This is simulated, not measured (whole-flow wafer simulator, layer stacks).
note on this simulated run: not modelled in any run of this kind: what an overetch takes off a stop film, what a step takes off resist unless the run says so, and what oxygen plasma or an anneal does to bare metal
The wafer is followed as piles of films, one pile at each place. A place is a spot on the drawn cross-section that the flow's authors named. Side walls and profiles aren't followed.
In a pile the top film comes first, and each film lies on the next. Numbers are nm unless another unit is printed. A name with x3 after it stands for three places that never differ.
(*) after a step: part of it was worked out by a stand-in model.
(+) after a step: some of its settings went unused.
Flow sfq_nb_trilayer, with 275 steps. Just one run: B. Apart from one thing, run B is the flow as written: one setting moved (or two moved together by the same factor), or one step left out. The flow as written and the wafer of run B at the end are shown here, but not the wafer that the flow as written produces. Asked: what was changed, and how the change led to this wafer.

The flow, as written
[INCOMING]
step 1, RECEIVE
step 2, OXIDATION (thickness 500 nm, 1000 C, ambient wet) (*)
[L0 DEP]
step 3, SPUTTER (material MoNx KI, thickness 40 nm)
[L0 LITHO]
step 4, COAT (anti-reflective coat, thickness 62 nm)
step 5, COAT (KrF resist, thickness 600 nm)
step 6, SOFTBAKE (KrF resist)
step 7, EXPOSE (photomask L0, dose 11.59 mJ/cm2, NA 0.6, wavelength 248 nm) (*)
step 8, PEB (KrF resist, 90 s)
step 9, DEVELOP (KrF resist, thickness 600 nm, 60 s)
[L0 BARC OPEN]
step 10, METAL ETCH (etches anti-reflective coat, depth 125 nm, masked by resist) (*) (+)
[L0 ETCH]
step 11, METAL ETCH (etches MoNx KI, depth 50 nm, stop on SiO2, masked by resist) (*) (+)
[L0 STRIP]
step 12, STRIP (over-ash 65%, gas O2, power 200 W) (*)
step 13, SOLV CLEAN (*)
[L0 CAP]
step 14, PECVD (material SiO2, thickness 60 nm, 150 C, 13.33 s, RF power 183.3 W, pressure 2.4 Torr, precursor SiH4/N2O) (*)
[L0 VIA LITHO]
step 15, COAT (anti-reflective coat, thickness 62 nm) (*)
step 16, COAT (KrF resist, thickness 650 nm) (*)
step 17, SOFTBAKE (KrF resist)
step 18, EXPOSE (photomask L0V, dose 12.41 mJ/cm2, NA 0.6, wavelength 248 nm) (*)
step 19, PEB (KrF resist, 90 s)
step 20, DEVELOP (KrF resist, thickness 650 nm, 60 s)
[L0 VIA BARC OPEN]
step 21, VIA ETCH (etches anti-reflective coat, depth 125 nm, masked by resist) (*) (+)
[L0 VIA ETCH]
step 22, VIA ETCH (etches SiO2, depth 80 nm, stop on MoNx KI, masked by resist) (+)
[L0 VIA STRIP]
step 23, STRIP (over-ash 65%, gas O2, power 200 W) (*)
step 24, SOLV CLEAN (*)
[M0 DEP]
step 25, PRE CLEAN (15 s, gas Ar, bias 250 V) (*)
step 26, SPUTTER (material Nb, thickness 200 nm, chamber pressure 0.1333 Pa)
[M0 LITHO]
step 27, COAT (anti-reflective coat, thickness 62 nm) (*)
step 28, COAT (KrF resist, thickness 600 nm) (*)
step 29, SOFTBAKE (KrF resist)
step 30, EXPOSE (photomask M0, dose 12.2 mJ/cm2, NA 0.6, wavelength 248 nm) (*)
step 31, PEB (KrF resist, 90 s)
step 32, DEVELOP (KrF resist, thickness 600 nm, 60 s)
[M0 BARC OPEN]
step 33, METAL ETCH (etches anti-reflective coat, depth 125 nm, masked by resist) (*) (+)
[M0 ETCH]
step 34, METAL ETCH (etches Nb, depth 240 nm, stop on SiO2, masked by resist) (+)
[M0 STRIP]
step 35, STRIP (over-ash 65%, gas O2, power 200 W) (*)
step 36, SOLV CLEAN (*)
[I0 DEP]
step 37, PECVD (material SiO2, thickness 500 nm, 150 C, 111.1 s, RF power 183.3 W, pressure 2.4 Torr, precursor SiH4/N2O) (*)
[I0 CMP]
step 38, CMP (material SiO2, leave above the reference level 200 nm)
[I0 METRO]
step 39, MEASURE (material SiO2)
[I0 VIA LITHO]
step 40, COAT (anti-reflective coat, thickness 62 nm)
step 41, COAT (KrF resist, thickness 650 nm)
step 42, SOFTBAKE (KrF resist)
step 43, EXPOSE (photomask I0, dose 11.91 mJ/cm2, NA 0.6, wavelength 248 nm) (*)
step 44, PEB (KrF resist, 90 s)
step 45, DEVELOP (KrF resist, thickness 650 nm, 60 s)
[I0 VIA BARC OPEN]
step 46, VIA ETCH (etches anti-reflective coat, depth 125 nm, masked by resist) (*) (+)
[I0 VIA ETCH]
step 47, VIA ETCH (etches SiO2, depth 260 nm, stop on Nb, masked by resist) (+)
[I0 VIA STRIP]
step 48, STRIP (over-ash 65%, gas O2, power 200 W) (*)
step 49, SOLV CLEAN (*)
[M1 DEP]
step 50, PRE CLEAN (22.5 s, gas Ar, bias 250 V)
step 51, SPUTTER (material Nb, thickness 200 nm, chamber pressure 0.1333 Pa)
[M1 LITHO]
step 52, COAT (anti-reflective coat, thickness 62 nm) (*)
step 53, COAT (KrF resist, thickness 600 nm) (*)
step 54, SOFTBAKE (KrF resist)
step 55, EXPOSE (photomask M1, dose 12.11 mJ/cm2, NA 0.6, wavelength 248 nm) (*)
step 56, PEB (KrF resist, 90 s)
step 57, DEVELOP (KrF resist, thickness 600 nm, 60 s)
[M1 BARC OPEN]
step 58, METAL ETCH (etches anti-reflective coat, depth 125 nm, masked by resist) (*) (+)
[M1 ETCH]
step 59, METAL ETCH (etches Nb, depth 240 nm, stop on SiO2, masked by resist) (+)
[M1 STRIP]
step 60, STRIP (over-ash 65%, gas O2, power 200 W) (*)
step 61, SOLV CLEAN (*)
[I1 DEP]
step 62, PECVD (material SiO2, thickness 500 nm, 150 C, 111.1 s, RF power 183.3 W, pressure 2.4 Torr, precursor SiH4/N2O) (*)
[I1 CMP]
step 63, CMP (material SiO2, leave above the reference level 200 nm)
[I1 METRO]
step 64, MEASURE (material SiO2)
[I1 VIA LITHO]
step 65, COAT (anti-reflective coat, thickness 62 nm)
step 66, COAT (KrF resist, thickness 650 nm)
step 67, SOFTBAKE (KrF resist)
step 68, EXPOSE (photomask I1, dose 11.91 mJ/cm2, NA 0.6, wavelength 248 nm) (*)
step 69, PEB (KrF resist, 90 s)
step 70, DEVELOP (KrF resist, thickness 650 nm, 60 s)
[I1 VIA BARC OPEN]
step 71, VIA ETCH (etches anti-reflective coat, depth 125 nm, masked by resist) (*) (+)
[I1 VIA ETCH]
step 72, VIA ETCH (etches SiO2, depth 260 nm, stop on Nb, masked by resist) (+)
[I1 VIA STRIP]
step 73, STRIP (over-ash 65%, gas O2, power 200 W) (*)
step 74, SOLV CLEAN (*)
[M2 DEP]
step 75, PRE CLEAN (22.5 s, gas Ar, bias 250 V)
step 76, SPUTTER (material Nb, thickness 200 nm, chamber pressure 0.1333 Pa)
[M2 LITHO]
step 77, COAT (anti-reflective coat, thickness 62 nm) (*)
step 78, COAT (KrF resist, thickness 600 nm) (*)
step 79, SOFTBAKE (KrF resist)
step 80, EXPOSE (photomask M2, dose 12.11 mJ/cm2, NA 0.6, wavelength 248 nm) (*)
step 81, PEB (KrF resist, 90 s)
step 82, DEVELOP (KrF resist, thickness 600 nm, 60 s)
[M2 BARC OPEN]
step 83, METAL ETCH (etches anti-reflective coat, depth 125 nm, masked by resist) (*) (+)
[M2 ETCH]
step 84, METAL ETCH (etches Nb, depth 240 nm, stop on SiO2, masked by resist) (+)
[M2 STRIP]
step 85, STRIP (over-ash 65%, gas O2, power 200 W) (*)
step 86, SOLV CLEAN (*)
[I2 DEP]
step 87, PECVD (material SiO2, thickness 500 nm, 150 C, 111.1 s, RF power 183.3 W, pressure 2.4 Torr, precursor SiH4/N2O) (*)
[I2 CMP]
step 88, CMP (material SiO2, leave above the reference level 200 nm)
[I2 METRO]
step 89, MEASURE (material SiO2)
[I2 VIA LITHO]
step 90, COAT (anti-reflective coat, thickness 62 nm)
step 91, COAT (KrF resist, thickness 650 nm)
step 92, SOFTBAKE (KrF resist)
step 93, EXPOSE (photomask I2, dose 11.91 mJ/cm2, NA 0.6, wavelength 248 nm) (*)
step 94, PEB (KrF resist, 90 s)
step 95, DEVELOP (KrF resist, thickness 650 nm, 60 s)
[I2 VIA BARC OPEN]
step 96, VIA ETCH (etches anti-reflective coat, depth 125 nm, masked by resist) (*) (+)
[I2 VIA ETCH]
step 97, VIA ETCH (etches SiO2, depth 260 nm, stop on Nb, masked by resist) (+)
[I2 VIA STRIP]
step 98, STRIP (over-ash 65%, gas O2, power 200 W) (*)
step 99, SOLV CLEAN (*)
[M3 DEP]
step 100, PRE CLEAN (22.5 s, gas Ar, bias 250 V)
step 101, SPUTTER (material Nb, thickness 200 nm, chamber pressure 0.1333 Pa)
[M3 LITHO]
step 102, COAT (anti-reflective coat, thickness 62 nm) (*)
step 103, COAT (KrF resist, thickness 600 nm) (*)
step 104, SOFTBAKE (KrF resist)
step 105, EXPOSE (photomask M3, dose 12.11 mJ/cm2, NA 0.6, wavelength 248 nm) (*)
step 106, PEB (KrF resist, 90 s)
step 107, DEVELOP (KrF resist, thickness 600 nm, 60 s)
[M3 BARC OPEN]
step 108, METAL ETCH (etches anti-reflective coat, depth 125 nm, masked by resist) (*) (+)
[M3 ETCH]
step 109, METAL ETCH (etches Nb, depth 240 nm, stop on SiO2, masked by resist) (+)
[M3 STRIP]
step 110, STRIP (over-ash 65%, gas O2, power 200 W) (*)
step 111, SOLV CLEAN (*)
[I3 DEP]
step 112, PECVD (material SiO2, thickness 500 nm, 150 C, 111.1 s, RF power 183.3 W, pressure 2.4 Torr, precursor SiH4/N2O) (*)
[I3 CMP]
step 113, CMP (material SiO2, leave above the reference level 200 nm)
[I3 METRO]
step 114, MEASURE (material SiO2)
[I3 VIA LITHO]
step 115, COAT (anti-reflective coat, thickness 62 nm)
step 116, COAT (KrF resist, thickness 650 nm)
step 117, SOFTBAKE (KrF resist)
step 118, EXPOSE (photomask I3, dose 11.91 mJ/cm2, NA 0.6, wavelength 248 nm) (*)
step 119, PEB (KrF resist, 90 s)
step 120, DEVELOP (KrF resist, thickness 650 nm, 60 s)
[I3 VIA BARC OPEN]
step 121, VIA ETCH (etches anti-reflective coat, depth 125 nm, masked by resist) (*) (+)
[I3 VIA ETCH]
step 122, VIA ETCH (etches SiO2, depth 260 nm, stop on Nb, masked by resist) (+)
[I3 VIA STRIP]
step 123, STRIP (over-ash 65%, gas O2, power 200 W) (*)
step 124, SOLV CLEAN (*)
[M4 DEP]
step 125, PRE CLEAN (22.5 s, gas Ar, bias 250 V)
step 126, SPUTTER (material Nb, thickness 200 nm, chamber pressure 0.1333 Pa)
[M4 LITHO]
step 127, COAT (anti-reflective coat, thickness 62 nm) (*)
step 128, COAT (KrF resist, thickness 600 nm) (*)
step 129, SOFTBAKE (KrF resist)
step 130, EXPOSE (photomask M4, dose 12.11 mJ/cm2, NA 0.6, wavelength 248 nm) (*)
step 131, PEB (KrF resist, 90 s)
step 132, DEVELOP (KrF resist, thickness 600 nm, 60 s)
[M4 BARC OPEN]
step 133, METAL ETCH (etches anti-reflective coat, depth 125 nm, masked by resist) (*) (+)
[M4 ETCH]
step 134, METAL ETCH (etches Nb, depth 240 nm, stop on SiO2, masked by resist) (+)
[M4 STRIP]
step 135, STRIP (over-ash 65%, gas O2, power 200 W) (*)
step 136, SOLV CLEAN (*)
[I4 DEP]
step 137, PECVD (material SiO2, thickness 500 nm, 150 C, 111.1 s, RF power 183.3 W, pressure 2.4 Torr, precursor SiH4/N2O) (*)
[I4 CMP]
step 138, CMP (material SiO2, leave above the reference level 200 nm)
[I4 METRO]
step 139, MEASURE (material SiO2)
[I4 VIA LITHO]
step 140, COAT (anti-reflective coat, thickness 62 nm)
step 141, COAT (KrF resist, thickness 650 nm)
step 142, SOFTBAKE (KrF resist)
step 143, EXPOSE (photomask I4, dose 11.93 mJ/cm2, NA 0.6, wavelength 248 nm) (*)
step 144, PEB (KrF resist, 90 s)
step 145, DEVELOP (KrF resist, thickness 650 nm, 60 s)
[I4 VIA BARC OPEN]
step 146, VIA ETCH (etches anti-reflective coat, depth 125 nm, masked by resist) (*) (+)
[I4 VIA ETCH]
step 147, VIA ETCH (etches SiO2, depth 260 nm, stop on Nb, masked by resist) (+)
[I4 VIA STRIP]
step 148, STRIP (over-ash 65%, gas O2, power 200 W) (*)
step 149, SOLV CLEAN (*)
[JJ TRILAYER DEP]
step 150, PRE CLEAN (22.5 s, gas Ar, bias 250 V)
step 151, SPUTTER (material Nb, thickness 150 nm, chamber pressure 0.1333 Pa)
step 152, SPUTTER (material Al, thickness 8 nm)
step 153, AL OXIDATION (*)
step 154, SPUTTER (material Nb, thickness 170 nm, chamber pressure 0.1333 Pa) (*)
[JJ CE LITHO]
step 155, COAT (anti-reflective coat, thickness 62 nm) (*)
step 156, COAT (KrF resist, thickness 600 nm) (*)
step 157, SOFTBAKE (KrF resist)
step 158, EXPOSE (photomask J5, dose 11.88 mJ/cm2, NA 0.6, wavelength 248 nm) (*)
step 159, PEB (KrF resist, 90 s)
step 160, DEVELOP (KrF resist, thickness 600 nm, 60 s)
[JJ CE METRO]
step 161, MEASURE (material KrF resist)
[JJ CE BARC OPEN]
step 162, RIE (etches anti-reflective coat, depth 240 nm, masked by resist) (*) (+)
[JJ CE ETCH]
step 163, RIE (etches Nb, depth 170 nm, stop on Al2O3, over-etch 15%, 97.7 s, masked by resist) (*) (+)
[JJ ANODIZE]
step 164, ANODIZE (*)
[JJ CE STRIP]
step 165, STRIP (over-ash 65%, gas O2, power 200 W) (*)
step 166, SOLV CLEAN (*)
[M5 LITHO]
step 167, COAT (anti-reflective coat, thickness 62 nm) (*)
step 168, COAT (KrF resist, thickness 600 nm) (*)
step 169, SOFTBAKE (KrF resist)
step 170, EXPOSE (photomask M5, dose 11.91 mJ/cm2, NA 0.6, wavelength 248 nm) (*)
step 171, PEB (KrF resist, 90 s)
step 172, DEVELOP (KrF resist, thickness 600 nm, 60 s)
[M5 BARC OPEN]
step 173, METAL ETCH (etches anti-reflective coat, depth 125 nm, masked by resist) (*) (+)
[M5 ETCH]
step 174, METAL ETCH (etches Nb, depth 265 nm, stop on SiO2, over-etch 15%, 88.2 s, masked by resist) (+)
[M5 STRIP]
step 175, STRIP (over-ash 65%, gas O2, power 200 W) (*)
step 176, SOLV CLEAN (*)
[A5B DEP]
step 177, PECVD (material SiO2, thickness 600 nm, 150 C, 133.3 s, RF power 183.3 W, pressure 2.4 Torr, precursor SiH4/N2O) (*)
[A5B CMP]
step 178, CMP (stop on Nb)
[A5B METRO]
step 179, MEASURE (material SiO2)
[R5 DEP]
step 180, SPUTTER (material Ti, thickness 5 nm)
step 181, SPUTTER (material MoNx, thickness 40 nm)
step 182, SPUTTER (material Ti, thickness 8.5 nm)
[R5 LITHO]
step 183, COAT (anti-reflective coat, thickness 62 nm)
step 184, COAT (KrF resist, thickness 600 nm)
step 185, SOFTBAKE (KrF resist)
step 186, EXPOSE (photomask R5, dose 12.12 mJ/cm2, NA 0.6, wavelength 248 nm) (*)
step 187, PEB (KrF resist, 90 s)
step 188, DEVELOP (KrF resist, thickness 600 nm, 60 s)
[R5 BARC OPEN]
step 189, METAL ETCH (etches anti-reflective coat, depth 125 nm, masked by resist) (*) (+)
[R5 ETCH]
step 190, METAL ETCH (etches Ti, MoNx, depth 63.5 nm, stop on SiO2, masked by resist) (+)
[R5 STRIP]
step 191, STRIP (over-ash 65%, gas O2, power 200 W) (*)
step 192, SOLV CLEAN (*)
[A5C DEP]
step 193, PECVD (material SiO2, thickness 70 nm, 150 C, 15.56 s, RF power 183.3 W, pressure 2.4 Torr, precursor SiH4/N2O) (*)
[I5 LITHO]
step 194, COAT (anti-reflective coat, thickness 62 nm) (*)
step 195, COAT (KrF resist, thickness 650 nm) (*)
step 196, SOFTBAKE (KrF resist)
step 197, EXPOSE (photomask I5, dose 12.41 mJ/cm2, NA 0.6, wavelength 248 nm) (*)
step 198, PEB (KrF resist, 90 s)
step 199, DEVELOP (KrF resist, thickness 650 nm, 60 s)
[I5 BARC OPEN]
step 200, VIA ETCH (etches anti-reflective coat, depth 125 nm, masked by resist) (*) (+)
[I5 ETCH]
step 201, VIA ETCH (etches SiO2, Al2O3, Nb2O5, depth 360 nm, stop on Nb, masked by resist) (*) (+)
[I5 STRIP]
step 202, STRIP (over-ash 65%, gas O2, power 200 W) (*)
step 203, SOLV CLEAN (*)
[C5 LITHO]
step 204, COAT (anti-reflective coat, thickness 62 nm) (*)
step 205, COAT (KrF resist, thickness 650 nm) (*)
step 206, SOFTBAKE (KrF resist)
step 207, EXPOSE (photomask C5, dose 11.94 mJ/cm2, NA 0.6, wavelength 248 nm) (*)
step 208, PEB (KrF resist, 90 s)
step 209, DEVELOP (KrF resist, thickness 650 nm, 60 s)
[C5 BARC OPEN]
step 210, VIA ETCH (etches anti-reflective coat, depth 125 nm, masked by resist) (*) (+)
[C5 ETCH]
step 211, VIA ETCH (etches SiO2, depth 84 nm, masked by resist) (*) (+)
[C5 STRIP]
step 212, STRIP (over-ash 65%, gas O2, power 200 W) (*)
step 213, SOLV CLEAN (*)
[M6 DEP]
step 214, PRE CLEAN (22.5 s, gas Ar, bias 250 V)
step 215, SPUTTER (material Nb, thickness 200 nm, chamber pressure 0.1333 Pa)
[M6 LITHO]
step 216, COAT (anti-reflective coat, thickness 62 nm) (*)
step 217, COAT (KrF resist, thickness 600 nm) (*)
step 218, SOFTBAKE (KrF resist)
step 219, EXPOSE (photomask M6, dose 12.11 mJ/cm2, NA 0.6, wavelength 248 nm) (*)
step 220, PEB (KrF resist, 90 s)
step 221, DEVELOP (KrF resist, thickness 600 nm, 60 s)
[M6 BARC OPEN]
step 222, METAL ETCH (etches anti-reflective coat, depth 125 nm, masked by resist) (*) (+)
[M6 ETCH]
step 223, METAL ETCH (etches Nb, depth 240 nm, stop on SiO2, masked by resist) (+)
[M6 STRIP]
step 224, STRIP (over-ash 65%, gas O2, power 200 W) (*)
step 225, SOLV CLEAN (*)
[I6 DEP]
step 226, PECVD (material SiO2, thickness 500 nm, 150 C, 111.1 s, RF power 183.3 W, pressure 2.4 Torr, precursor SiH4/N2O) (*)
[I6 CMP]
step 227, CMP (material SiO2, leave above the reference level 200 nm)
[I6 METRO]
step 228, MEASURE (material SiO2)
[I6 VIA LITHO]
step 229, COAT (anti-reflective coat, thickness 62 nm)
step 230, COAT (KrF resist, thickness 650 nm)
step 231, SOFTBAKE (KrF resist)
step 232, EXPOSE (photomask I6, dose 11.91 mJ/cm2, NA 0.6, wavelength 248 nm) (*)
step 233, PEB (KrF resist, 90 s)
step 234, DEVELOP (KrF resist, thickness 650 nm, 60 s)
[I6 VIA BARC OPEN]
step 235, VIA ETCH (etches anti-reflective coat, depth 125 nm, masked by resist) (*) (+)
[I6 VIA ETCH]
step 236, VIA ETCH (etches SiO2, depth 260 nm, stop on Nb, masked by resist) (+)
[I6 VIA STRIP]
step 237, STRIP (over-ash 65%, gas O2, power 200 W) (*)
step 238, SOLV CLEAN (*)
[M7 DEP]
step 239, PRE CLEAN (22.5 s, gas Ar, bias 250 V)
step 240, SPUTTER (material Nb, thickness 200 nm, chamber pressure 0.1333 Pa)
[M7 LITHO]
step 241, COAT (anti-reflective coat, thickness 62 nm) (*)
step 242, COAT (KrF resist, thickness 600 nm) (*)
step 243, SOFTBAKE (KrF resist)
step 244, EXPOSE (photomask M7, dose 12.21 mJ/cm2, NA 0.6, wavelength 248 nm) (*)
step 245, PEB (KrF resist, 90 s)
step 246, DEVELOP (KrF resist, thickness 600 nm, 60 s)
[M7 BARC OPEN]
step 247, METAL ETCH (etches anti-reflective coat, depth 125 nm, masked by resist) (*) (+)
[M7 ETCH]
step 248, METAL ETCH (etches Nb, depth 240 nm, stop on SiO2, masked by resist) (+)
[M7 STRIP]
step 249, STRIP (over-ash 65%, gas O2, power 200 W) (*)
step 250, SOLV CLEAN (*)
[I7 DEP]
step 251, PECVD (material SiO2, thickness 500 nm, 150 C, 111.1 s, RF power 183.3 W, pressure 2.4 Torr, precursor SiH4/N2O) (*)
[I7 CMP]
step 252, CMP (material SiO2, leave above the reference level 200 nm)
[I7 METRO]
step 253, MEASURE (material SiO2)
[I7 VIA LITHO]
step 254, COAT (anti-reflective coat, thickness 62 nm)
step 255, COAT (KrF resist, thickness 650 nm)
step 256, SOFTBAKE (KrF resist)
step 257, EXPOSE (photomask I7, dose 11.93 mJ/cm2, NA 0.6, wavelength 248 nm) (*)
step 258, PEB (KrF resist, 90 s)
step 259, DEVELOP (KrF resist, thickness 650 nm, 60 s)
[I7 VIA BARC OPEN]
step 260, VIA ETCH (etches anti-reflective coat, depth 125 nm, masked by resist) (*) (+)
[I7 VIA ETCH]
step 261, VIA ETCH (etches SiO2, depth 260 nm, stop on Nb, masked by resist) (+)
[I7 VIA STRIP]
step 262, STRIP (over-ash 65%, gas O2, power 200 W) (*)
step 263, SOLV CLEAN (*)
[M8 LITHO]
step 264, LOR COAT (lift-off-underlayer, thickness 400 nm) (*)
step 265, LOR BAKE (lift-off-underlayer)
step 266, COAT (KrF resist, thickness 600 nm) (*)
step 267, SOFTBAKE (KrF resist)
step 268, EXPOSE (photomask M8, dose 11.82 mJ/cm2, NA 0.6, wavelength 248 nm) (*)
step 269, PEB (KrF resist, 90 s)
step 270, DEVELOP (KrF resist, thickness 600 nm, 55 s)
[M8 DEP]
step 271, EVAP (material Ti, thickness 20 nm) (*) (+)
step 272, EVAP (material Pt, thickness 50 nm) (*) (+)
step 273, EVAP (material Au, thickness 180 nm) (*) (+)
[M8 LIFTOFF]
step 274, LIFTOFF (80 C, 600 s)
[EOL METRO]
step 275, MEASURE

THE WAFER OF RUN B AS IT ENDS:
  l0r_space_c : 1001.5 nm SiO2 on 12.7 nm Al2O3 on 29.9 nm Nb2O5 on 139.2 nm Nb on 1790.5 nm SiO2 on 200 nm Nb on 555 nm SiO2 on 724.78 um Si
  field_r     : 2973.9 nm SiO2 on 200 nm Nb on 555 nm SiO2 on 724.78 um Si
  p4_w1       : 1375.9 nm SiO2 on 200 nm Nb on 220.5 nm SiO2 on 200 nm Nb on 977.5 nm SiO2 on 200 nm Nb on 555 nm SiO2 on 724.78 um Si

The reason: step 113, CMP: leave above the reference level 228 nm was run, though the flow has leave above the reference level 200 nm.

How this came from the change, step by step:
  step 113, CMP (material SiO2, leave above the reference level 200 nm)
      field_l, be, be_sur and 64 more: SiO2 loses 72 (in the flow as written it would be: SiO2 loses 100)
      v_sur, via_wl, via_wr and 27 more: SiO2 loses 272 (in the flow as written it would be: SiO2 loses 300)
      (as well as at 9 more places)
  step 122, VIA ETCH (etches SiO2, depth 260 nm, stop on Nb, masked by resist) (+)
      via_v: SiO2 loses 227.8 (all of it) (in the flow as written it would be: SiO2 loses 199.8 (all of it))
  step 126, SPUTTER (material Nb, thickness 200 nm, chamber pressure 0.1333 Pa)
      via_v: Nb gains 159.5 (in the flow as written it would be: Nb gains 165.5)
  step 127, COAT (anti-reflective coat, thickness 62 nm) (*)
      via_v: anti-reflective coat gains 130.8 (new film) (in the flow as written it would be: anti-reflective coat gains 124.8 (new film))
  step 128, COAT (KrF resist, thickness 600 nm) (*)
      via_v: KrF resist gains 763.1 (new film) (in the flow as written it would be: KrF resist gains 739.8 (new film))
  step 135, STRIP (over-ash 65%, gas O2, power 200 W) (*)
      via_v: KrF resist loses 545 (all of it), anti-reflective coat loses 130.8 (all of it) (in the flow as written it would be: KrF resist loses 521.8 (all of it), anti-reflective coat loses 124.8 (all of it))
  step 137, PECVD (material SiO2, thickness 500 nm, 150 C, 111.1 s, RF power 183.3 W, pressure 2.4 Torr, precursor SiH4/N2O) (*)
      via_v: SiO2 gains 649 (new film) (in the flow as written it would be: SiO2 gains 615 (new film))
